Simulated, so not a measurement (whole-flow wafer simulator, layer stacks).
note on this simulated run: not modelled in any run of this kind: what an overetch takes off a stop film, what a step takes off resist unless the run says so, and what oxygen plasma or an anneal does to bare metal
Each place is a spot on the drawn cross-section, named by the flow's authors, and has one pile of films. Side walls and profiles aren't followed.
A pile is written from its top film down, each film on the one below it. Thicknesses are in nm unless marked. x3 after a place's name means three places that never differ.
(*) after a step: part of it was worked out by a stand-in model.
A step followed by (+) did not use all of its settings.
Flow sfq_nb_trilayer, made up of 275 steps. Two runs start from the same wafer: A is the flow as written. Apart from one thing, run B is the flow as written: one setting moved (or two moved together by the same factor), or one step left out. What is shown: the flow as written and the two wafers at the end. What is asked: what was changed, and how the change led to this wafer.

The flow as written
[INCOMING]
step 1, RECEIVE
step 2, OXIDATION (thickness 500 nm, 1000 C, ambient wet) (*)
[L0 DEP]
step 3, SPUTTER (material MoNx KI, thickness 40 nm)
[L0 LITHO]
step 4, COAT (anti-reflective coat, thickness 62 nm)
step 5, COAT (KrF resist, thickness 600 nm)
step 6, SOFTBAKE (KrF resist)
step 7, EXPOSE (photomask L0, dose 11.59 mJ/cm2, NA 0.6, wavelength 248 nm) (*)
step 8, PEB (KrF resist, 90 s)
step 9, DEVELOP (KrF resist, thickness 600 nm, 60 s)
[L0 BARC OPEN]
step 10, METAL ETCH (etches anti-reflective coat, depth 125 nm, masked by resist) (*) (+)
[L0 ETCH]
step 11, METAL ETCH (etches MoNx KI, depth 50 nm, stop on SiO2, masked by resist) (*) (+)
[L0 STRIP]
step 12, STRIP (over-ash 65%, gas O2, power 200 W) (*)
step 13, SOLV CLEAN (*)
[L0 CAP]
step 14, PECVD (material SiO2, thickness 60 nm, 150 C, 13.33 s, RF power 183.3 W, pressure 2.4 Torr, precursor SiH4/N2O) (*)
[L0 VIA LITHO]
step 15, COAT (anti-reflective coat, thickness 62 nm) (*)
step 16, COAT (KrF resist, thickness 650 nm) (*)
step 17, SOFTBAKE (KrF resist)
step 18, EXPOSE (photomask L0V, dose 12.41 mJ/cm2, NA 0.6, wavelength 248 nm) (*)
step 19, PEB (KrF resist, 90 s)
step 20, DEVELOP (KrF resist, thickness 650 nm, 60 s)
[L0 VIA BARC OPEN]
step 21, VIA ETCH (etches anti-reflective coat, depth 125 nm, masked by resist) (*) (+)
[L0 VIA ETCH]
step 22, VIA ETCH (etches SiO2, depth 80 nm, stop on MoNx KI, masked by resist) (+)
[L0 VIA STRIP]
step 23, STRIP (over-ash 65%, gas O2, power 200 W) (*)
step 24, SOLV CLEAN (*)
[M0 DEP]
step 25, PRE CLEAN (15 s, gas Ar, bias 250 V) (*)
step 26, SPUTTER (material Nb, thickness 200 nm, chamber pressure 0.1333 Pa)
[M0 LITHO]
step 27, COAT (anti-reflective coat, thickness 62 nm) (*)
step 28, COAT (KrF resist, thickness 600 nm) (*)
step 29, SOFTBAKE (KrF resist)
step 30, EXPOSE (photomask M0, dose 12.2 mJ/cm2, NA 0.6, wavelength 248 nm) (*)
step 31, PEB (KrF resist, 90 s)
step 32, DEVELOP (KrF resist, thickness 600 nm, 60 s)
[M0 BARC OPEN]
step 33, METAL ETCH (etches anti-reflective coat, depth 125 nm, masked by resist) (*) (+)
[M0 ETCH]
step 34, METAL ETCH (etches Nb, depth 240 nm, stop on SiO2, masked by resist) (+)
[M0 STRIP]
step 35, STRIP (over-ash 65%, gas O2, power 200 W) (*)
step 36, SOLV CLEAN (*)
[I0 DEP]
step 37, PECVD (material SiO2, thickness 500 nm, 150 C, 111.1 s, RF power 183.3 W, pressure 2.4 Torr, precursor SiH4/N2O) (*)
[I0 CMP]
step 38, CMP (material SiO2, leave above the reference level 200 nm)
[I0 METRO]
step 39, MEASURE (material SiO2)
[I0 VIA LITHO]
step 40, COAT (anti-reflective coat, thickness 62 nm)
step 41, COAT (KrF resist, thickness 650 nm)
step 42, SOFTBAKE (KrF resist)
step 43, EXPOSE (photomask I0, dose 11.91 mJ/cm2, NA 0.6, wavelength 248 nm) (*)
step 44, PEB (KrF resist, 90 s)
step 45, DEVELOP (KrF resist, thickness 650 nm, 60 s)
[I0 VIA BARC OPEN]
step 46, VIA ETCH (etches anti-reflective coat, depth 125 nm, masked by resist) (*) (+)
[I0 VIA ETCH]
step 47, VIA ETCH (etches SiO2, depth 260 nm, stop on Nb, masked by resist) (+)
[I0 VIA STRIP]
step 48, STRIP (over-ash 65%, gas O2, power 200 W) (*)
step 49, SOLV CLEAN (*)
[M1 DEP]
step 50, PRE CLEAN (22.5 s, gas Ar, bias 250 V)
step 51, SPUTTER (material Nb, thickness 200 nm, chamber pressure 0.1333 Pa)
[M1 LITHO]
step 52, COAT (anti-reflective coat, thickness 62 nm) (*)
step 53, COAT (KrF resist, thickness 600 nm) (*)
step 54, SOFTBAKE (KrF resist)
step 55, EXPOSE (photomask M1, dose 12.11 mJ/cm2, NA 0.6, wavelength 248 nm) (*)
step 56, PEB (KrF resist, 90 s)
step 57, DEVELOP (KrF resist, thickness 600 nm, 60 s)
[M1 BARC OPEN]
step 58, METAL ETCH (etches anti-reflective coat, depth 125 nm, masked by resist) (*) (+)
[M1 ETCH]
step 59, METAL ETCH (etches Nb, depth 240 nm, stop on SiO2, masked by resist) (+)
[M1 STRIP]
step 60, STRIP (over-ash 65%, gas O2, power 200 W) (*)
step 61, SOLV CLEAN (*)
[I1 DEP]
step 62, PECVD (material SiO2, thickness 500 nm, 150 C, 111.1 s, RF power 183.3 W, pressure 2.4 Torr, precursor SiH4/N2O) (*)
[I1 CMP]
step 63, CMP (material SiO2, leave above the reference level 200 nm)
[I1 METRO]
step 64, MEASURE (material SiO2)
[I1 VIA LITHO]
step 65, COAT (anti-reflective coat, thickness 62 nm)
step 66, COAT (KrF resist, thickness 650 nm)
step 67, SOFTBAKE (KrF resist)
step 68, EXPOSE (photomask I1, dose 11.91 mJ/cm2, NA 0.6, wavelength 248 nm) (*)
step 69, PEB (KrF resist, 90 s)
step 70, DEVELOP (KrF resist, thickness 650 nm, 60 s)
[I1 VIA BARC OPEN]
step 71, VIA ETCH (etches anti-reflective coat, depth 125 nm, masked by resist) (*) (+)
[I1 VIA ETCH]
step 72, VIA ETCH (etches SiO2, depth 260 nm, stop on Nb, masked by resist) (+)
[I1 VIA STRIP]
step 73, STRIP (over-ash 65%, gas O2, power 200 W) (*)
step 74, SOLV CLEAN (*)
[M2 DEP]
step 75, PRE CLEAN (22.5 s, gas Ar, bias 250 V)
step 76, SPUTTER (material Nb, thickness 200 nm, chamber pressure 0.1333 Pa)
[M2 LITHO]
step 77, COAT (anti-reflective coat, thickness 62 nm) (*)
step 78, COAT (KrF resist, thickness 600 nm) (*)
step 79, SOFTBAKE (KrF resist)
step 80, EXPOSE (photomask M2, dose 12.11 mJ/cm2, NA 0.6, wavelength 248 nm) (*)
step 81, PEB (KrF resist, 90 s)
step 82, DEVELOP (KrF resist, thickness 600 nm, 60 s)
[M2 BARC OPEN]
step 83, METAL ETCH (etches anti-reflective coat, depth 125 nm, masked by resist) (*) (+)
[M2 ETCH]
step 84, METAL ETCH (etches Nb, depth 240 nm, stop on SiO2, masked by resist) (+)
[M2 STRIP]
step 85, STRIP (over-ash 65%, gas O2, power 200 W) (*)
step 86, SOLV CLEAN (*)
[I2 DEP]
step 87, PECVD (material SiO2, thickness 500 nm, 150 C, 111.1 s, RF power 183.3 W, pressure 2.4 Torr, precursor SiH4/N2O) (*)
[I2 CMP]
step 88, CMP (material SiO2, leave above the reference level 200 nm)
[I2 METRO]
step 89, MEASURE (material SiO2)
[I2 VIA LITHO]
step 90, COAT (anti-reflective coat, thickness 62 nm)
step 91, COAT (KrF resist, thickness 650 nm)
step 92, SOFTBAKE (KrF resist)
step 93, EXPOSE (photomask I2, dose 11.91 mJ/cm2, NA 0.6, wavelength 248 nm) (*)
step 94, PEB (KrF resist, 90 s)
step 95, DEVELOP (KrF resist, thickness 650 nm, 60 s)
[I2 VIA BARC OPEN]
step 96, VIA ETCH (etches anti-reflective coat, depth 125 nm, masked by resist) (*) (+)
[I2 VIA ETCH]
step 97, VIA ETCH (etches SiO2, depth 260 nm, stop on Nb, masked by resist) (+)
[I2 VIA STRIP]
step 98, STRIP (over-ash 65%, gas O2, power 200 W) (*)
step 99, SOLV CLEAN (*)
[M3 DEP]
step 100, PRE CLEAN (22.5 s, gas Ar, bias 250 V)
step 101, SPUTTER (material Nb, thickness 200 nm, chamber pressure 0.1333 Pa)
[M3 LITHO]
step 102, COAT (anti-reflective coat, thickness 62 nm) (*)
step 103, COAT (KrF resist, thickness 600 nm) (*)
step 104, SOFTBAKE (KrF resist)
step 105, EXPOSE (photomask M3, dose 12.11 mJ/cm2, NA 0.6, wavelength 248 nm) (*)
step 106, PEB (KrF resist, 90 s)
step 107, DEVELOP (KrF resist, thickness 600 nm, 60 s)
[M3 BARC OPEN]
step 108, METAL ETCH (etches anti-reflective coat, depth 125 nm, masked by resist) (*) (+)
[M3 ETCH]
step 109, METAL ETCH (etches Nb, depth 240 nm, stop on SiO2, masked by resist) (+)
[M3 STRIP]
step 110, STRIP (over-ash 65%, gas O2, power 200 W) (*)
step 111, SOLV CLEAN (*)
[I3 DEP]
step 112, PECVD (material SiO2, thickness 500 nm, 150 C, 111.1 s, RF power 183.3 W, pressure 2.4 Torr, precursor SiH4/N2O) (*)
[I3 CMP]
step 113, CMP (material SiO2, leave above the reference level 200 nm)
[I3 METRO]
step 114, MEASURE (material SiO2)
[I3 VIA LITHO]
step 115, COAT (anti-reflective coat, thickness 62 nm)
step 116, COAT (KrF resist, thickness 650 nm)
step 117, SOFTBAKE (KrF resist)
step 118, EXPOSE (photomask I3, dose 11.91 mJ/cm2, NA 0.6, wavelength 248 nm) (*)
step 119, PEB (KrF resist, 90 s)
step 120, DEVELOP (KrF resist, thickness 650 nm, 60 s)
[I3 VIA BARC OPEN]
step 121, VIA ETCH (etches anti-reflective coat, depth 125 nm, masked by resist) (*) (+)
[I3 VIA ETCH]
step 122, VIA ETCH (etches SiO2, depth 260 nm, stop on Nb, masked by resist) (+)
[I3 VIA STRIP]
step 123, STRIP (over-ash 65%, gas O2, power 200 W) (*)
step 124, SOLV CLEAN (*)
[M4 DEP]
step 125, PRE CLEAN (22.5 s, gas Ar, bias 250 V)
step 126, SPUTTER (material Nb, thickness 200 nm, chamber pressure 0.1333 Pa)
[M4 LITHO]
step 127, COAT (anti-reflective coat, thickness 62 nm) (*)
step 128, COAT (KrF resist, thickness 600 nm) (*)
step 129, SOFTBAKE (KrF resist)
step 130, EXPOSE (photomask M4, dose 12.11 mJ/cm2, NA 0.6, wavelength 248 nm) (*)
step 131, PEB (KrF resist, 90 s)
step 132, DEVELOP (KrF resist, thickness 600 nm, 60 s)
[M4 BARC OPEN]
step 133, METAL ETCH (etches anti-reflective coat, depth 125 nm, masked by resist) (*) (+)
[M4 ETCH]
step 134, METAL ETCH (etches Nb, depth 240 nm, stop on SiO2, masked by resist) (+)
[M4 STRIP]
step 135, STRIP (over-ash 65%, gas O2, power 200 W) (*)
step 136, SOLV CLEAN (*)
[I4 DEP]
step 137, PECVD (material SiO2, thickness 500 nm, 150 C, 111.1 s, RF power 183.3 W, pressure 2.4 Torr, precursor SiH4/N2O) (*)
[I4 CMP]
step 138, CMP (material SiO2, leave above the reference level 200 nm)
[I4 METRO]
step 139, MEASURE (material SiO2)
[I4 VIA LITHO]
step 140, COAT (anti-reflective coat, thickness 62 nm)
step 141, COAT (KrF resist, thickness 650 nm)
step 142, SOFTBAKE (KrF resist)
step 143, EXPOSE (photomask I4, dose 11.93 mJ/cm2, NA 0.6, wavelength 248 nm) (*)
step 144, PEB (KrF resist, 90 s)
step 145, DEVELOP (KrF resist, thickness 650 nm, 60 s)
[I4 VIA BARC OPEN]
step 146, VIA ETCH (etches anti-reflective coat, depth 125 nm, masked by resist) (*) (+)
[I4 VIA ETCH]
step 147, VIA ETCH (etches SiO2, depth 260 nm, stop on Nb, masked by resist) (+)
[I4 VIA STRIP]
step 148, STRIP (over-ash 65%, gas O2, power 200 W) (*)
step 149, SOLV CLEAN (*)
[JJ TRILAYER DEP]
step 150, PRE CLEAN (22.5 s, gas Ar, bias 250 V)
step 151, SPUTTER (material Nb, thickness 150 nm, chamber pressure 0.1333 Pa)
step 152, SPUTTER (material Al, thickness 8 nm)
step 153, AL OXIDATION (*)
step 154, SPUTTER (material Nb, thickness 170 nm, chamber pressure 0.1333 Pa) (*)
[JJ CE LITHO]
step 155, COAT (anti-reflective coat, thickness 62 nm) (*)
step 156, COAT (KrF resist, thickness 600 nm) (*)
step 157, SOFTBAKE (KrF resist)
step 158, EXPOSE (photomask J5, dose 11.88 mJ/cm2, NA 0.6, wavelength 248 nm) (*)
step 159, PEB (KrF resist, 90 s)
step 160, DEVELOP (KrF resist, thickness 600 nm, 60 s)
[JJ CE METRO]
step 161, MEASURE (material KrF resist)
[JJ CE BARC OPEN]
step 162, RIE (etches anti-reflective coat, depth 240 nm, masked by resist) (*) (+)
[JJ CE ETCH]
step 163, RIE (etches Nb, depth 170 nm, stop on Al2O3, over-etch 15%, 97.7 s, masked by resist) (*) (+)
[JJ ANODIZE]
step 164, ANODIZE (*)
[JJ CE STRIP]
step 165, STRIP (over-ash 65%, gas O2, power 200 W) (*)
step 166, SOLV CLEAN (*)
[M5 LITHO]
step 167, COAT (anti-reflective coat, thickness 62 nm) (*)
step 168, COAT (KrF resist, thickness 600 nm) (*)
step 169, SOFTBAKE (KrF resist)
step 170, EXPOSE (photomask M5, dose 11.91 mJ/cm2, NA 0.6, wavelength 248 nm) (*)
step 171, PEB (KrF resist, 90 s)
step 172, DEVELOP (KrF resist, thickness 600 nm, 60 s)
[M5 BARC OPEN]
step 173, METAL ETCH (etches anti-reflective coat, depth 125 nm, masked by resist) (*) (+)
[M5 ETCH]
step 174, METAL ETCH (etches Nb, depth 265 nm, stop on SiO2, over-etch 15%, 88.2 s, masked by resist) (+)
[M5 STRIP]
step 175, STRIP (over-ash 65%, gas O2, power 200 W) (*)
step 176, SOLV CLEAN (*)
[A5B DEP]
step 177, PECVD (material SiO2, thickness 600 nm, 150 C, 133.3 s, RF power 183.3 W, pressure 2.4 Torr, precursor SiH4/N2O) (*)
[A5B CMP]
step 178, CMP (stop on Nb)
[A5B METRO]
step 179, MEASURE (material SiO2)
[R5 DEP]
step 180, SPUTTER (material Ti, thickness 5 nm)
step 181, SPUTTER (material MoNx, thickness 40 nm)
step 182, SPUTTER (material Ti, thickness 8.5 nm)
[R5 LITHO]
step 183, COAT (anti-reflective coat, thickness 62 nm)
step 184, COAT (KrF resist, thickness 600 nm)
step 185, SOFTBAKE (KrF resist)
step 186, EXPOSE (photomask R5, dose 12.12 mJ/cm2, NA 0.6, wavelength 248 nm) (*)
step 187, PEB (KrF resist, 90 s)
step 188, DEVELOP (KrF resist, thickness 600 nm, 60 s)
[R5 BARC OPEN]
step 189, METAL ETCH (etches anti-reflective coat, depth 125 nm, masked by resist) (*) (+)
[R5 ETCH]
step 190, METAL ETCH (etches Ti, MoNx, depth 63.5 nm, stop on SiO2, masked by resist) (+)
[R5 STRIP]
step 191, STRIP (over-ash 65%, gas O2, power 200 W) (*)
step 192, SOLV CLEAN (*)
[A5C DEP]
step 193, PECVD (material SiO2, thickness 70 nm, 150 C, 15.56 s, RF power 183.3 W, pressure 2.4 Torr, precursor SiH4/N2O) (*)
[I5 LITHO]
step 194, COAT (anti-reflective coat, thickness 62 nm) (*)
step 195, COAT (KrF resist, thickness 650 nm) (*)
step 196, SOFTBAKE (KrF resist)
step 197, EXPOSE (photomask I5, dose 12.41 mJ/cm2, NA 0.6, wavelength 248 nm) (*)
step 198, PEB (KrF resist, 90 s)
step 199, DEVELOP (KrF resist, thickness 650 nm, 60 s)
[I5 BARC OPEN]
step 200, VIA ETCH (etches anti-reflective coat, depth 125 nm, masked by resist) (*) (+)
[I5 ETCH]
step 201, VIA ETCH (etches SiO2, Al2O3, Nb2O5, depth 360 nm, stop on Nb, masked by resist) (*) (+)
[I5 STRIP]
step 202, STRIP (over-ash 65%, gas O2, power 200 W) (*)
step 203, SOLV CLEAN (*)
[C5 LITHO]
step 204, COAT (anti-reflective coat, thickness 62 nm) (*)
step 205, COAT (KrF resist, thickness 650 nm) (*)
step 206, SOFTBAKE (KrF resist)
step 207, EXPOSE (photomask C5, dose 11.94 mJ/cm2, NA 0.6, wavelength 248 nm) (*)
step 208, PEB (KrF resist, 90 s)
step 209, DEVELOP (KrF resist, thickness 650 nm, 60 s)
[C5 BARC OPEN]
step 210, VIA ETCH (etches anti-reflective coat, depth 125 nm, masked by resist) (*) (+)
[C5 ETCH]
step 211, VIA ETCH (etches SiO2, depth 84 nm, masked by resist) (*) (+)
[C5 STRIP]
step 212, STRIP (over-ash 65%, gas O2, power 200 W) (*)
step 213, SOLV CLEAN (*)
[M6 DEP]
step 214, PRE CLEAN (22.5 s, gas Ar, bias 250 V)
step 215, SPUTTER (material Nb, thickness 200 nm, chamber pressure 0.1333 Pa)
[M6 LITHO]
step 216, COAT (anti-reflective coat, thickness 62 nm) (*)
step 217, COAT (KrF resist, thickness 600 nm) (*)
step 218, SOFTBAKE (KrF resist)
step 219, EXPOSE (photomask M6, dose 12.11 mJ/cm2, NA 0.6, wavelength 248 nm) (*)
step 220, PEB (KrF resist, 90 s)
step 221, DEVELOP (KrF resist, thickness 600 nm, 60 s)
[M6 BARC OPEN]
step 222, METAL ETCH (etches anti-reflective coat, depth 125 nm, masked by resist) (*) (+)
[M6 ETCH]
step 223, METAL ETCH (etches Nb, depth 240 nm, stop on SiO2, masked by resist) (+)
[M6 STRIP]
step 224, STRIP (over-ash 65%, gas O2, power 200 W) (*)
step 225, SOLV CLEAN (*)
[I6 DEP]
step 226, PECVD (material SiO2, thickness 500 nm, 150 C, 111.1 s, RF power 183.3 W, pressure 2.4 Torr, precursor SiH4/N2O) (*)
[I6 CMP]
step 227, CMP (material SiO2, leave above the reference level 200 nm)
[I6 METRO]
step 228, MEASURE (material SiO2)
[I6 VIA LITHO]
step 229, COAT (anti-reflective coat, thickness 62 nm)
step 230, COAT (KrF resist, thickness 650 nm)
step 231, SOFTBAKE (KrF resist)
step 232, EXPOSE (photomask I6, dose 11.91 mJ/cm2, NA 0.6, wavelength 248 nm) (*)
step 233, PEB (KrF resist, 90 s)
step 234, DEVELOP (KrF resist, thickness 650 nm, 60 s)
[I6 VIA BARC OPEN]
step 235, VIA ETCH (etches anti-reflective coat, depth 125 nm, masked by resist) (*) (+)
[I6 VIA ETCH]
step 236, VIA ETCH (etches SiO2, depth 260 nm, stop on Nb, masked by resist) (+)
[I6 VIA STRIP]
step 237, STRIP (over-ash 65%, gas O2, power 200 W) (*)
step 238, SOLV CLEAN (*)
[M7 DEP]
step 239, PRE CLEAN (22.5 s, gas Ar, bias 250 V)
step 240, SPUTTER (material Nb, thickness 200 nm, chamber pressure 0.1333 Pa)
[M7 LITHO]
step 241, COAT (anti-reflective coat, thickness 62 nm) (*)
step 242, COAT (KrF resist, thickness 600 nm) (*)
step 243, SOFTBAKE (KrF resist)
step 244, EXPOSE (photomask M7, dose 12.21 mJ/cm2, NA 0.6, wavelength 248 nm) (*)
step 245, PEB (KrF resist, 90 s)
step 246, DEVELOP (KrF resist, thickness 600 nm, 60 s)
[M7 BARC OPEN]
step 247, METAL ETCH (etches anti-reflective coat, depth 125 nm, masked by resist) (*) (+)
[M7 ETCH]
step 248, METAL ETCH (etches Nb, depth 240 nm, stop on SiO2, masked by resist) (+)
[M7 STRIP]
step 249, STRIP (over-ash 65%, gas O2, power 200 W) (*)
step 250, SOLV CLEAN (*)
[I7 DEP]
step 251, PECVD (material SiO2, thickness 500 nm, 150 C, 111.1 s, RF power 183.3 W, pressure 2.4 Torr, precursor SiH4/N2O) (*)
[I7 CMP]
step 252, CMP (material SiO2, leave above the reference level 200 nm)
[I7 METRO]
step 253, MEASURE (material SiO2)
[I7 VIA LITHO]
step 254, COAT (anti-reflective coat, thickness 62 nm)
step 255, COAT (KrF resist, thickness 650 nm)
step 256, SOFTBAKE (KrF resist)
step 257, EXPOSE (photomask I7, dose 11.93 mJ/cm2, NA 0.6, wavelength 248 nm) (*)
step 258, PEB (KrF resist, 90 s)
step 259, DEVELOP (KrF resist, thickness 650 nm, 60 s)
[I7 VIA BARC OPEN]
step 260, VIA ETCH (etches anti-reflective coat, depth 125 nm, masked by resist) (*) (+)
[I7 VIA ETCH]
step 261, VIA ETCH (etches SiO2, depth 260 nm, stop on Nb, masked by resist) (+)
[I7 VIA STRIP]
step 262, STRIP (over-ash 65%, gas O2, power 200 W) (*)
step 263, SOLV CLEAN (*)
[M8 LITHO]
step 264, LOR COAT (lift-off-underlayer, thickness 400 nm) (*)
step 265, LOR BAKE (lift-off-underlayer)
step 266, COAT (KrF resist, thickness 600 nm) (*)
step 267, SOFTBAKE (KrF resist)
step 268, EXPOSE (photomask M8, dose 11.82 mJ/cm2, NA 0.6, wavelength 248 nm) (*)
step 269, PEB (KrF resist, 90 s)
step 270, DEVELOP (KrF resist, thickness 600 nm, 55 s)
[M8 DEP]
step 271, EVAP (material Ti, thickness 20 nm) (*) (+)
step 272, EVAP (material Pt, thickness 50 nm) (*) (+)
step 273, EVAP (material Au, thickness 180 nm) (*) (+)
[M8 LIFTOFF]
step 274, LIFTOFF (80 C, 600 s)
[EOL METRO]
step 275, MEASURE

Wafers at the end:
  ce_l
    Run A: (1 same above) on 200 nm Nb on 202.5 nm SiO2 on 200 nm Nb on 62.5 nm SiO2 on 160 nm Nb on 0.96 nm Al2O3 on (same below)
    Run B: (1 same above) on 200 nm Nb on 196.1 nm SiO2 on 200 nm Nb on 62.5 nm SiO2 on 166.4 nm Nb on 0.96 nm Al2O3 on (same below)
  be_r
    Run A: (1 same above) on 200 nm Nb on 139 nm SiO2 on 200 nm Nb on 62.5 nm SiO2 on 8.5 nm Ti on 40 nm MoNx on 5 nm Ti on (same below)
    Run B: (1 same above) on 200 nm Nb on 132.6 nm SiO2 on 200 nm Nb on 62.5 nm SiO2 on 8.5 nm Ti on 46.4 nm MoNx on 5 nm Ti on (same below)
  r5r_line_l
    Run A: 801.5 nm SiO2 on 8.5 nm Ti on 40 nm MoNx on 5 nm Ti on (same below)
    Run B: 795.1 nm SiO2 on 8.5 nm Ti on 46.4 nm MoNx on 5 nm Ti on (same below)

The reason: step 181, SPUTTER: thickness 46.4 nm was run, whereas the flow has thickness 40 nm.
The wafer itself shows it: be_r has MoNx 46.4, and step 181 as written asks for 40 nm.

How this came from the change, step by step:
  step 181, SPUTTER (material MoNx, thickness 40 nm)
      field_l, v_sur, via_wl and 103 more: A +40 MoNx (new film) | B +46.4 MoNx (new film)
  step 190, METAL ETCH (etches Ti, MoNx, depth 63.5 nm, stop on SiO2, masked by resist) (+)
      field_l, v_sur, via_wl and 92 more: A -8.5 Ti (all of it), -40 MoNx (all of it), -5 Ti (all of it) | B -8.5 Ti (all of it), -46.4 MoNx (all of it), -5 Ti (all of it)
      ce_l, c5j, ce_r, wl_jj: A -8.5 Ti (all of it), -40 MoNx (all of it), -5 Ti (all of it), -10 Nb | B -8.5 Ti (all of it), -46.4 MoNx (all of it), -5 Ti (all of it), -3.6 Nb
  step 194, COAT (anti-reflective coat, thickness 62 nm) (*)
      r5r_spacepad_l, r5r_spacepad_r: A +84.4 anti-reflective coat (new film) | B +87.1 anti-reflective coat (new film)
      ce_l: A +67.2 anti-reflective coat (new film) | B +64.4 anti-reflective coat (new film)
      (and at 7 other places as well)
  step 202, STRIP (over-ash 65%, gas O2, power 200 W) (*)
      r5r_spacepad_l, r5r_spacepad_r: A -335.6 KrF resist (all of it), -84.4 anti-reflective coat (all of it) | B -335.8 KrF resist (all of it), -87.1 anti-reflective coat (all of it)
      ce_l: A -341.5 KrF resist (all of it), -67.2 anti-reflective coat (all of it) | B -339.8 KrF resist (all of it), -64.4 anti-reflective coat (all of it)
      (and at 7 other places as well)
  step 204, COAT (anti-reflective coat, thickness 62 nm) (*)
      r5r_spacepad_l, r5r_spacepad_r: A +84.4 anti-reflective coat (new film) | B +87.1 anti-reflective coat (new film)
      ce_l: A +66 anti-reflective coat (new film) | B +63.2 anti-reflective coat (new film)
      (and at 8 other places as well)
  step 210, VIA ETCH (etches anti-reflective coat, depth 125 nm, masked by resist) (*) (+)
      c5j: A -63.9 anti-reflective coat (all of it), -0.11 SiO2 | B -62.3 anti-reflective coat (all of it), -0.11 SiO2
  step 212, STRIP (over-ash 65%, gas O2, power 200 W) (*)
      r5r_spacepad_l, r5r_spacepad_r: A -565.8 KrF resist (all of it), -84.4 anti-reflective coat (all of it) | B -566.5 KrF resist (all of it), -87.1 anti-reflective coat (all of it)
      ce_l: A -567.4 KrF resist (all of it), -66 anti-reflective coat (all of it) | B -566.2 KrF resist (all of it), -63.2 anti-reflective coat (all of it)
      (and at 7 other places as well)
  step 216, COAT (anti-reflective coat, thickness 62 nm) (*)
      r5r_spacepad_l, r5r_spacepad_r: A +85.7 anti-reflective coat (new film) | B +88.9 anti-reflective coat (new film)
      jj_sur: A +56.1 anti-reflective coat (new film) | B +57.7 anti-reflective coat (new film)
      (and at 4 other places as well)
  step 222, METAL ETCH (etches anti-reflective coat, depth 125 nm, masked by resist) (*) (+)
      r5r_spacepad_l, r5r_spacepad_r: A -85.7 anti-reflective coat (all of it) | B -88.9 anti-reflective coat (all of it)
  step 224, STRIP (over-ash 65%, gas O2, power 200 W) (*)
      jj_sur: A -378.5 KrF resist (all of it), -56.1 anti-reflective coat (all of it) | B -378.6 KrF resist (all of it), -57.7 anti-reflective coat (all of it)
      ce_l: A -397.1 KrF resist (all of it), -48 anti-reflective coat (all of it) | B -394.6 KrF resist (all of it), -46.1 anti-reflective coat (all of it)
      (and at 3 other places as well)
  step 227, CMP (material SiO2, leave above the reference level 200 nm)
      r5r_line_l, r5r_spacepad_l, r5r_spacepad_r, r5r_line_c, r5r_line_r: A -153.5 SiO2 | B -159.9 SiO2
      ce_l, ce_r, wl_jj: A -290 SiO2 | B -296.4 SiO2
      (and at 2 other places as well)
